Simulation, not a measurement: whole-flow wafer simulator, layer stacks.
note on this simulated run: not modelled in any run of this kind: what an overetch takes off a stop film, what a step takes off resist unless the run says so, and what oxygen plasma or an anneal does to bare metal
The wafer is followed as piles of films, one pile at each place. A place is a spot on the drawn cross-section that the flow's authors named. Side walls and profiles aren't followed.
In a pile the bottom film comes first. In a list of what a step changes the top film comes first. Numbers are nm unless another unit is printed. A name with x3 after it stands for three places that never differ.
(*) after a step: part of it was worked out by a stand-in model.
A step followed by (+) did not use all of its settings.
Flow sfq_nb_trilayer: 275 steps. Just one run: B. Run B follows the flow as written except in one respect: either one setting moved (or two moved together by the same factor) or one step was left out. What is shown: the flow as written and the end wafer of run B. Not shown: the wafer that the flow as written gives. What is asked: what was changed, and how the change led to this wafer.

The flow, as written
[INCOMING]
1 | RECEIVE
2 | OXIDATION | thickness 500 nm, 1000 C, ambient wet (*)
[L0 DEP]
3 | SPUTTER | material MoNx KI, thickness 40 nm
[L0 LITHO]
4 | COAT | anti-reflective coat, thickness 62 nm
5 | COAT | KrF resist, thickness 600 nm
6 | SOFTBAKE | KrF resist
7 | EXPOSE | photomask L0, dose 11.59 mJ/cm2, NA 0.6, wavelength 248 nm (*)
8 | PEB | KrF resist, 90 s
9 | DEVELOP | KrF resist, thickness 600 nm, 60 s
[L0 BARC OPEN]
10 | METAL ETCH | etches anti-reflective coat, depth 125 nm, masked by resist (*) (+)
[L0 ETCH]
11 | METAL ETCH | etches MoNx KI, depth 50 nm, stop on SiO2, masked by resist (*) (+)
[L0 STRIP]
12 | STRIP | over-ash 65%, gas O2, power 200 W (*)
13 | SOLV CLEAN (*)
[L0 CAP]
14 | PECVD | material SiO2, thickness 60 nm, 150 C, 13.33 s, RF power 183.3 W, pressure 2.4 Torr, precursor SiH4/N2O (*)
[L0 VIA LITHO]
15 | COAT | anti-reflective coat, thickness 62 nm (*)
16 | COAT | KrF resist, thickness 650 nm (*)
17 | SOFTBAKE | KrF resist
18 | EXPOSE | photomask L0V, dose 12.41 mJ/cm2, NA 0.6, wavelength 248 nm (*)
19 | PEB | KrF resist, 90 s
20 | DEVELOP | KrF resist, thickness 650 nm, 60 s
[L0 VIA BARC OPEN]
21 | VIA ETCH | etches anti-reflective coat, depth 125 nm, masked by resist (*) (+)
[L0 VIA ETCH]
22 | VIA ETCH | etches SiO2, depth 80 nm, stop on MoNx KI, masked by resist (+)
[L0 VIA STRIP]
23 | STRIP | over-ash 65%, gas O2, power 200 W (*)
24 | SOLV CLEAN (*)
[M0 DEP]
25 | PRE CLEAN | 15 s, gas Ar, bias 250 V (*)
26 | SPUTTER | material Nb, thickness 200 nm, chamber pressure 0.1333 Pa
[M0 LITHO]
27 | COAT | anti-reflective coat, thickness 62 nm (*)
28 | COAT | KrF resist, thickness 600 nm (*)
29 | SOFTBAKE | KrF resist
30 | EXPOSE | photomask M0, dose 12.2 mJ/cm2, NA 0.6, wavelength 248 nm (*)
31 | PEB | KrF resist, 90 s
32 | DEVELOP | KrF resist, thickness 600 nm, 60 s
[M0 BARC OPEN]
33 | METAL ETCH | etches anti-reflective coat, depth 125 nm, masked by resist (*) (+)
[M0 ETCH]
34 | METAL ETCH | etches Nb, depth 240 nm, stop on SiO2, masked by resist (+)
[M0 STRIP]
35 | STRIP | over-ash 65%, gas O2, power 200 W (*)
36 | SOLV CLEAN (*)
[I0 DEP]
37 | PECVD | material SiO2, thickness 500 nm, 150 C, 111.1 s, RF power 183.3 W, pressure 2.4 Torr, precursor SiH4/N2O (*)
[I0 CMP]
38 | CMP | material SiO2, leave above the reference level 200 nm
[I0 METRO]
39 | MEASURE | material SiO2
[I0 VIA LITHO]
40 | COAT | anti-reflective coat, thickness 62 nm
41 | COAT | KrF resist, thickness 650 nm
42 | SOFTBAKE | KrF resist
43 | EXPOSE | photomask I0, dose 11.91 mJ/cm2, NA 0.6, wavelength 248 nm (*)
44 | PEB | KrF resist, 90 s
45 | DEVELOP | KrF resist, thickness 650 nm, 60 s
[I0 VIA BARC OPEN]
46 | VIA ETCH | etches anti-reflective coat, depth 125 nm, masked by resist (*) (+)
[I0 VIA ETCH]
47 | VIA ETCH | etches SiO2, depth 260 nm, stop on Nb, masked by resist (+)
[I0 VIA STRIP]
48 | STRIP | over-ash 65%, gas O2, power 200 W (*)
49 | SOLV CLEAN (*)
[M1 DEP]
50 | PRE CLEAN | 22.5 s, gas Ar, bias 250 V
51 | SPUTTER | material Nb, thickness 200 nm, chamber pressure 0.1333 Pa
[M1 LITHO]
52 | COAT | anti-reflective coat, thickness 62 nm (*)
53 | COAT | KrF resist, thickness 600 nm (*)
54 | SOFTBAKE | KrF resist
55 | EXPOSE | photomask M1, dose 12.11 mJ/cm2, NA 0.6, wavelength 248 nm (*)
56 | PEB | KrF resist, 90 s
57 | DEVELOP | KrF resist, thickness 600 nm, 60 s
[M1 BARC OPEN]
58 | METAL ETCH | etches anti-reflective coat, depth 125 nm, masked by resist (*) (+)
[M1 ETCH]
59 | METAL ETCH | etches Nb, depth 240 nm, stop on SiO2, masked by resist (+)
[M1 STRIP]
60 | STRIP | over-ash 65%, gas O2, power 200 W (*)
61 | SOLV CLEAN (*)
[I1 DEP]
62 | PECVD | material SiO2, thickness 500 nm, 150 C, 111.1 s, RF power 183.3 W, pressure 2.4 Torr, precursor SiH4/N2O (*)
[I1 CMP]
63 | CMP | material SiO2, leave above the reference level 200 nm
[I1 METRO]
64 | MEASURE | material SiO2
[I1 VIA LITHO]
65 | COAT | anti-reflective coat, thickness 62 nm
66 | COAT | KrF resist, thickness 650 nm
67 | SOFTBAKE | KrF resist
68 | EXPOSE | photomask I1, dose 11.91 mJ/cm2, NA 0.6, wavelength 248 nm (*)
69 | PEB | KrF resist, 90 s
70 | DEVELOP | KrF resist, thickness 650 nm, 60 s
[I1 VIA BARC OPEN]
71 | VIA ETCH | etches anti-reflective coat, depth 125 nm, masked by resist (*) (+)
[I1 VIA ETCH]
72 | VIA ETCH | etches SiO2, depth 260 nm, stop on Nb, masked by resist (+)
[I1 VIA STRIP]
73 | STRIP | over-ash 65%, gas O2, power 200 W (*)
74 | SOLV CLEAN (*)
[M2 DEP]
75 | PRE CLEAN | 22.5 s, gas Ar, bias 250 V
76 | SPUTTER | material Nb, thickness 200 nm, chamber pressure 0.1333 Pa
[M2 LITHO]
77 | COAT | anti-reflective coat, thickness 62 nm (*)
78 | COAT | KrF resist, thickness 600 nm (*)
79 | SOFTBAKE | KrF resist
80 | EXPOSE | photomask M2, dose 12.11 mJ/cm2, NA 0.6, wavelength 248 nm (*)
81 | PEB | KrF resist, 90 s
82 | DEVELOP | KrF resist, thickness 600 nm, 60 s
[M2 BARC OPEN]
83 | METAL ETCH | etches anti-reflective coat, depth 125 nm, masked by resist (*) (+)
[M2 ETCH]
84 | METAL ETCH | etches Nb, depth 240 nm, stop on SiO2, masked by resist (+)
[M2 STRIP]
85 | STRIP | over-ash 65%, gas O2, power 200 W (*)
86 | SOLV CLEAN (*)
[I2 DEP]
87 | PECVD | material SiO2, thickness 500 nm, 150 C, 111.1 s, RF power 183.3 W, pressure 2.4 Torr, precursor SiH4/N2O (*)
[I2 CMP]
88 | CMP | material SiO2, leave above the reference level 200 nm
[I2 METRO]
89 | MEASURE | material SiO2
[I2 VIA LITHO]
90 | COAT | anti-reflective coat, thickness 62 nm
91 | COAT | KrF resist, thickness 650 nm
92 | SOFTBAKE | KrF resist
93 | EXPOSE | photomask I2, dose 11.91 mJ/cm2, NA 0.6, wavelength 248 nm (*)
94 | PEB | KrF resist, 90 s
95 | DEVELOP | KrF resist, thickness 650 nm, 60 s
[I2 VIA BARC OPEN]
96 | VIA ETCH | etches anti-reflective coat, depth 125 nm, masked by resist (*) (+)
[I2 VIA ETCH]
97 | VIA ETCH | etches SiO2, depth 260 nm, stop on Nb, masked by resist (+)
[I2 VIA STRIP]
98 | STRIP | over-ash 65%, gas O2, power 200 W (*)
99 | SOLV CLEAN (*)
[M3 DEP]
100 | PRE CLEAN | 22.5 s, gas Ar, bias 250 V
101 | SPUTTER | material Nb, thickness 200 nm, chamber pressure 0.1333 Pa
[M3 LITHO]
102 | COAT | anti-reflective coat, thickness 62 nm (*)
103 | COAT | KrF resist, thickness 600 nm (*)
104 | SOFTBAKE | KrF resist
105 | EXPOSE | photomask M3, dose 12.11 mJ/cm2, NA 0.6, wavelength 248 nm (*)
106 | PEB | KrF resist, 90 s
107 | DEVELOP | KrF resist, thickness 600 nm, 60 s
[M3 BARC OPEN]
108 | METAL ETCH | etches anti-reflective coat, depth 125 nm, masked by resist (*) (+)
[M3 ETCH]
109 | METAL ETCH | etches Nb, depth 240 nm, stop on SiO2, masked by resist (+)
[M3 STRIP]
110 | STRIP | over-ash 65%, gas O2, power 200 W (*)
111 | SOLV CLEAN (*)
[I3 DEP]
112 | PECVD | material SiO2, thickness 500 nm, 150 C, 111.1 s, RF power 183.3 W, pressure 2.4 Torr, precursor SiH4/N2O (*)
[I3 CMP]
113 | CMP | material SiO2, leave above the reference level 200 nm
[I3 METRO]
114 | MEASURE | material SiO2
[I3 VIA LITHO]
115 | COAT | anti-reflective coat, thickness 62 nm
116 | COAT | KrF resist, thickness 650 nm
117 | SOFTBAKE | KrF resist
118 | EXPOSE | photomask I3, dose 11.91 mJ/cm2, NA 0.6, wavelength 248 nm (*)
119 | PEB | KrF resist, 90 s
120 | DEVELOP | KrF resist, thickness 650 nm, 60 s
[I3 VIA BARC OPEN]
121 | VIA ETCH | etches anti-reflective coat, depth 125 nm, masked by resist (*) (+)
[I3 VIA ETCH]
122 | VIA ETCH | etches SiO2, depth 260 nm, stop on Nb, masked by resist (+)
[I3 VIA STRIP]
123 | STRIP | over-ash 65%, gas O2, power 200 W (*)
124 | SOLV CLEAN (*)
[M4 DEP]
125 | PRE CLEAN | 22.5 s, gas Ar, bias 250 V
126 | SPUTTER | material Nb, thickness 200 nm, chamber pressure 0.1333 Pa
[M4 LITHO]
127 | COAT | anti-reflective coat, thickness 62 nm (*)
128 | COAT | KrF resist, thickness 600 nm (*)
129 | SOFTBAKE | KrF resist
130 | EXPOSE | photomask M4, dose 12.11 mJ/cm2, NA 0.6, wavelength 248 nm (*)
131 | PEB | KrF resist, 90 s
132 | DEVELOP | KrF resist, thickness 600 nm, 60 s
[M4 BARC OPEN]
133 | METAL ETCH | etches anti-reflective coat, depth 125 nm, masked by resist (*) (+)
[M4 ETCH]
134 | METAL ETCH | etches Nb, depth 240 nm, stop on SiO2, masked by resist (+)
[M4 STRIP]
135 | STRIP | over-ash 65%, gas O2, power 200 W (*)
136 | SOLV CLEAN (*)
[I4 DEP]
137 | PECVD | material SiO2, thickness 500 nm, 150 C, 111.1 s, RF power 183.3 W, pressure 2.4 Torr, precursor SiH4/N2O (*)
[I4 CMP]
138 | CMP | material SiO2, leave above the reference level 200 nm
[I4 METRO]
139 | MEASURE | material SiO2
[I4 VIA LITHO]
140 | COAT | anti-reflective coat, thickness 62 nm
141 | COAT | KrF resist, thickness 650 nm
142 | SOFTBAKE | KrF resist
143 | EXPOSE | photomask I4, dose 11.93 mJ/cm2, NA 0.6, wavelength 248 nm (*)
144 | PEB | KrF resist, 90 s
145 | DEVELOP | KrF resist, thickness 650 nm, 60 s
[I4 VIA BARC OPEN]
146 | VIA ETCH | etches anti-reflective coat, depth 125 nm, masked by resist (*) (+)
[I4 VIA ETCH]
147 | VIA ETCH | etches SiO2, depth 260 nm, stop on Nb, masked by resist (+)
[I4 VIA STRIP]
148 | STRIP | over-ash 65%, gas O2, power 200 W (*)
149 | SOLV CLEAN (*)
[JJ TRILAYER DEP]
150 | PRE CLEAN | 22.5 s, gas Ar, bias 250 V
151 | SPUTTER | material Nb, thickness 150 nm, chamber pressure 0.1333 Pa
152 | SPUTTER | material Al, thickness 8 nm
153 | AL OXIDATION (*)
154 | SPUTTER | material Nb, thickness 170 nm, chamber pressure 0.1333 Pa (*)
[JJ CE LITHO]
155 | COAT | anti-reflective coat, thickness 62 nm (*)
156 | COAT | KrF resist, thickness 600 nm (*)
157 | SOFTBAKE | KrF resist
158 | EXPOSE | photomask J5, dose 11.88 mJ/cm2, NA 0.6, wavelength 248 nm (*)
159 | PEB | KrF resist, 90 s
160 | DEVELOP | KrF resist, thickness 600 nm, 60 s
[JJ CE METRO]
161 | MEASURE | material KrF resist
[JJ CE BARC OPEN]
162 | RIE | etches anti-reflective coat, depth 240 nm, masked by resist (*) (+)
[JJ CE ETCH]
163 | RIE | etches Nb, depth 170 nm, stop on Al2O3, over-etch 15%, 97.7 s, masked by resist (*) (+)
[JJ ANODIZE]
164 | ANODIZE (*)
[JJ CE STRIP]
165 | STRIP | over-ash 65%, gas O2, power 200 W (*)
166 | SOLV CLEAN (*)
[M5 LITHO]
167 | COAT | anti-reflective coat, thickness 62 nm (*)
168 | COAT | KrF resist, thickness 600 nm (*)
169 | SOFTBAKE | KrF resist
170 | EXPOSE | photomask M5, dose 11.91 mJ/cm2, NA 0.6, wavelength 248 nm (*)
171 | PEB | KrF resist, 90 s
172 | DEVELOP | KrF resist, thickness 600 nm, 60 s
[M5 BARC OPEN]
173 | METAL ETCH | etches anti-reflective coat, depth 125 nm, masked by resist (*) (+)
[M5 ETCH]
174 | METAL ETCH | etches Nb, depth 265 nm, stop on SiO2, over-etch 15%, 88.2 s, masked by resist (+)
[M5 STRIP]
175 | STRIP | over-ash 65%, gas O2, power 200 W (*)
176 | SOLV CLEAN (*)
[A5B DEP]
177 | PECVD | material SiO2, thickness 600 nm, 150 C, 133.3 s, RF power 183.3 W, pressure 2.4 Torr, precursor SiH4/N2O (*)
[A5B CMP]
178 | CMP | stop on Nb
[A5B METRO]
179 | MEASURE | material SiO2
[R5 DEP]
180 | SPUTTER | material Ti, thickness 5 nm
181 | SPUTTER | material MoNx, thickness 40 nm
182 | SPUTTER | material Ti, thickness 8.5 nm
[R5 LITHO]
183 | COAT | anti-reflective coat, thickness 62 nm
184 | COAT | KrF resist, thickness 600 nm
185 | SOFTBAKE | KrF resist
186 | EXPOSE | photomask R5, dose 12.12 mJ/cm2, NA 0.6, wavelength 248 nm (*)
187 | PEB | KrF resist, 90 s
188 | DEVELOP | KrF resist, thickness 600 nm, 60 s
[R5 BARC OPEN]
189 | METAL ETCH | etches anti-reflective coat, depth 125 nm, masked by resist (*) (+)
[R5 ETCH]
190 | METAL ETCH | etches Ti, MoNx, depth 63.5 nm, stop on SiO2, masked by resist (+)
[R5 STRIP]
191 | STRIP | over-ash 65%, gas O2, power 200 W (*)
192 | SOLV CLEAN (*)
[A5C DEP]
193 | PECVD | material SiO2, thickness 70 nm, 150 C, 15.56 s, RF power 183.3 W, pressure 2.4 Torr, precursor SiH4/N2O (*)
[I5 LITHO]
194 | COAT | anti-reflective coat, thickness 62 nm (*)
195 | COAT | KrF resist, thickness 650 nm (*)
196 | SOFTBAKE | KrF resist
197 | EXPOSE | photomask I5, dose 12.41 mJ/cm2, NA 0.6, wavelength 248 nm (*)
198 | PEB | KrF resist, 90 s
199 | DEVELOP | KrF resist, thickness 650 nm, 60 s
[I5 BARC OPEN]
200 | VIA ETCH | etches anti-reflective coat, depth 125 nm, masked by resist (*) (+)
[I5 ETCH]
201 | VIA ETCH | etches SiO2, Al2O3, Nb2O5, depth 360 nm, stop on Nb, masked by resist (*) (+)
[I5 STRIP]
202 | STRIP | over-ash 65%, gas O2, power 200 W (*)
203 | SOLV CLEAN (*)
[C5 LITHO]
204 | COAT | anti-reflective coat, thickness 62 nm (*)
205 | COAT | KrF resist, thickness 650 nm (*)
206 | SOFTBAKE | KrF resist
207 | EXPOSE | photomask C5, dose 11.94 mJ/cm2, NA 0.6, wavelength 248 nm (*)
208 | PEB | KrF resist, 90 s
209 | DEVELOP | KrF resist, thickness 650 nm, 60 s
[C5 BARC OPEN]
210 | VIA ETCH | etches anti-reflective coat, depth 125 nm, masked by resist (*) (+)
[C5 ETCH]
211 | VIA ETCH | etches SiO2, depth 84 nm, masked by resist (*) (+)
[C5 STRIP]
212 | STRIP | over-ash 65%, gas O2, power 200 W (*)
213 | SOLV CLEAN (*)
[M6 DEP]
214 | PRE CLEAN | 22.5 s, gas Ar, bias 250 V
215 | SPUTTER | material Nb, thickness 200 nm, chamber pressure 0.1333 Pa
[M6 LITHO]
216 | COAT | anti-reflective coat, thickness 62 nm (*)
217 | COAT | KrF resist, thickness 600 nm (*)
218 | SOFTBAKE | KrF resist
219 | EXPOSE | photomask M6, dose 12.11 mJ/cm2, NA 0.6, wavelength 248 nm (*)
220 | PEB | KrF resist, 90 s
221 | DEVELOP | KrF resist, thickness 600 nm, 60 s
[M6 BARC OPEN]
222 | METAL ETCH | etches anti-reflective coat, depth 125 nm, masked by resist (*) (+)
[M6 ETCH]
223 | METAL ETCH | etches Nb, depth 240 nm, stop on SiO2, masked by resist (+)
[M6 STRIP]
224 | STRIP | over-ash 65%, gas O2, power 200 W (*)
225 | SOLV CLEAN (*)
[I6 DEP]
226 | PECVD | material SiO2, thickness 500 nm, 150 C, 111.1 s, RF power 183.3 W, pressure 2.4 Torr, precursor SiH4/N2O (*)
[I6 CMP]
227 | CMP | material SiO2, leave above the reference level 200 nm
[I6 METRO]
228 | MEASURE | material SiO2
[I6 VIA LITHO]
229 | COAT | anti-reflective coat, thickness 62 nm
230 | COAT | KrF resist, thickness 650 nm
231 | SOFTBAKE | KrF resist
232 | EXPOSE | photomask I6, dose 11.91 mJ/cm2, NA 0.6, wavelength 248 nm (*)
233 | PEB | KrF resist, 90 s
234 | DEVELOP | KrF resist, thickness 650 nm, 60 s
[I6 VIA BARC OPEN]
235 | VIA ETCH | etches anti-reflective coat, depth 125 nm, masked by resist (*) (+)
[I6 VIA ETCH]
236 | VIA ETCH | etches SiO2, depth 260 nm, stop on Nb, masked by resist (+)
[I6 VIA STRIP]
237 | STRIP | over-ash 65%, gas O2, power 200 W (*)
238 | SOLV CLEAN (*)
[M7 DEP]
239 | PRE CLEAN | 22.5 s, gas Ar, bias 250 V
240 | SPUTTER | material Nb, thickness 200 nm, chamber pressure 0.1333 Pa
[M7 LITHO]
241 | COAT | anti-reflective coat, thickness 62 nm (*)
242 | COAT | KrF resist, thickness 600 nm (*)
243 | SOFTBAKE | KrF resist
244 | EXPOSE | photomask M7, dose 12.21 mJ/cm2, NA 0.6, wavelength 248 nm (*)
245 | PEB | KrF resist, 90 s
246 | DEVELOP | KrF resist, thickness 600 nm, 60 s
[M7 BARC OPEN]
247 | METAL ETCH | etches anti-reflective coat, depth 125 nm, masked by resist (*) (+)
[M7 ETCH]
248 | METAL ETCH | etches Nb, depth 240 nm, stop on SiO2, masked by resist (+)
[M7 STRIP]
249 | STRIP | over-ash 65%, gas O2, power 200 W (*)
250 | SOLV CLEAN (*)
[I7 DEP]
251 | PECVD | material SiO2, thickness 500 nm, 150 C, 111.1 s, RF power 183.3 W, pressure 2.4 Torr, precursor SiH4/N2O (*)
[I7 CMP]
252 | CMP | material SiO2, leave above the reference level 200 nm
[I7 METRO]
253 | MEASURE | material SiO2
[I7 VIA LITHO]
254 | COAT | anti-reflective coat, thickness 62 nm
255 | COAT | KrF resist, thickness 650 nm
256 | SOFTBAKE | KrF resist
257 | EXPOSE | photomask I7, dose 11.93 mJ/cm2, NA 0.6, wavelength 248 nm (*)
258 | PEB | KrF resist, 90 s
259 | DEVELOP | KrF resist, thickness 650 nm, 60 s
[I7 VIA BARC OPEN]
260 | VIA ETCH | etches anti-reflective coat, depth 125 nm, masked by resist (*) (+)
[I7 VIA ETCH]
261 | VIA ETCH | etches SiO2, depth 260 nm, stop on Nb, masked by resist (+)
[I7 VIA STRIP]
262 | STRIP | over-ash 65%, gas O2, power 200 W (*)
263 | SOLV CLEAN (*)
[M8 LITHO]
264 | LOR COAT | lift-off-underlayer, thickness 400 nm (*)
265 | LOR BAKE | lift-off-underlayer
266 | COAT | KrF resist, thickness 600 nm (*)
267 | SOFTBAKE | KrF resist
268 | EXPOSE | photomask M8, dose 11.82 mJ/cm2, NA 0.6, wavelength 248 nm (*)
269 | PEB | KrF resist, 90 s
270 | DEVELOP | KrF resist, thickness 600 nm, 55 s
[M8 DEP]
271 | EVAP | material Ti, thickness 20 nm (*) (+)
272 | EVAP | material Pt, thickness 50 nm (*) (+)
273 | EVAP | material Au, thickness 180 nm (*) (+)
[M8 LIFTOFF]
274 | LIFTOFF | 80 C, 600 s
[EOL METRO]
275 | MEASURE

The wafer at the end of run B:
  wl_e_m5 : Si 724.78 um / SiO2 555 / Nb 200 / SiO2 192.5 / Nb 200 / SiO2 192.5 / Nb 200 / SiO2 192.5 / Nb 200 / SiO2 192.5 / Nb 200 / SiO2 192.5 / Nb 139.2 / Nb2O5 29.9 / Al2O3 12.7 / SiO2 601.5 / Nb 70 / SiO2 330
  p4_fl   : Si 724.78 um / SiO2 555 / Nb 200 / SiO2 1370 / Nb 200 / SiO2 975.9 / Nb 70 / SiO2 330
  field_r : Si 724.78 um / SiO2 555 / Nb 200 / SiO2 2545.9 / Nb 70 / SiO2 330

The reason: step 248, METAL ETCH: depth 130 nm was run, though the flow has depth 240 nm.

How this came from the change, step by step:
  248 | METAL ETCH | etches Nb, depth 240 nm, stop on SiO2, masked by resist (+)
      field_l, field_r, lsp_l and 62 more: Nb loses 130 (it would be, as written: Nb loses 200 (all of it))
      v_sur, via_wl, via_w and 38 more: KrF resist loses 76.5 (it would be, as written: KrF resist loses 141.2)
  249 | STRIP | over-ash 65%, gas O2, power 200 W (*)
      wl_j_sl, wl_jj, wl_j_sr and 14 more: KrF resist loses 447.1 (all of it), anti-reflective coat loses 62 (all of it) (it would be, as written: KrF resist loses 382.4 (all of it), anti-reflective coat loses 62 (all of it))
      ln_m5, lsp_m, ln_m6: KrF resist loses 446.6 (all of it), anti-reflective coat loses 61.8 (all of it) (it would be, as written: KrF resist loses 381.9 (all of it), anti-reflective coat loses 61.8 (all of it))
      (also at 21 further places)
  251 | PECVD | material SiO2, thickness 500 nm, 150 C, 111.1 s, RF power 183.3 W, pressure 2.4 Torr, precursor SiH4/N2O (*)
      field_l, p4_fl, p4_fm and 56 more: SiO2 gains 500 (new film) (it would be, as written: SiO2 gains 500)
      field_r, lsp_l: SiO2 gains 485.5 (new film) (it would be, as written: SiO2 gains 477.7)
      (also at 4 further places)
  252 | CMP | material SiO2, leave above the reference level 200 nm
      field_l, p4_fl, p4_fm and 56 more: SiO2 loses 170 (it would be, as written: SiO2 loses 100)
      field_r, lsp_l: SiO2 loses 155.5 (it would be, as written: SiO2 loses 77.7)
      (also at 4 further places)
With metal films that touch counted as one body, wl_e_m5 has 7 bodies (between them, from the top down: SiO2 601.5 / Al2O3 12.7 / Nb2O5 29.9; SiO2 192.5; SiO2 192.5; SiO2 192.5; SiO2 192.5; SiO2 192.5); the flow as written gives 6 bodies (between them, from the top down: SiO2 192.5; SiO2 192.5; SiO2 192.5; SiO2 192.5; SiO2 192.5).
With metal films that touch counted as one body, p4_fl has 3 bodies (between them, from the top down: SiO2 975.9; SiO2 1370); the flow as written gives 2 bodies (between them, from the top down: SiO2 1370).
With metal films that touch counted as one body, field_r has 2 bodies (between them, from the top down: SiO2 2545.9); the flow as written gives 1 body.
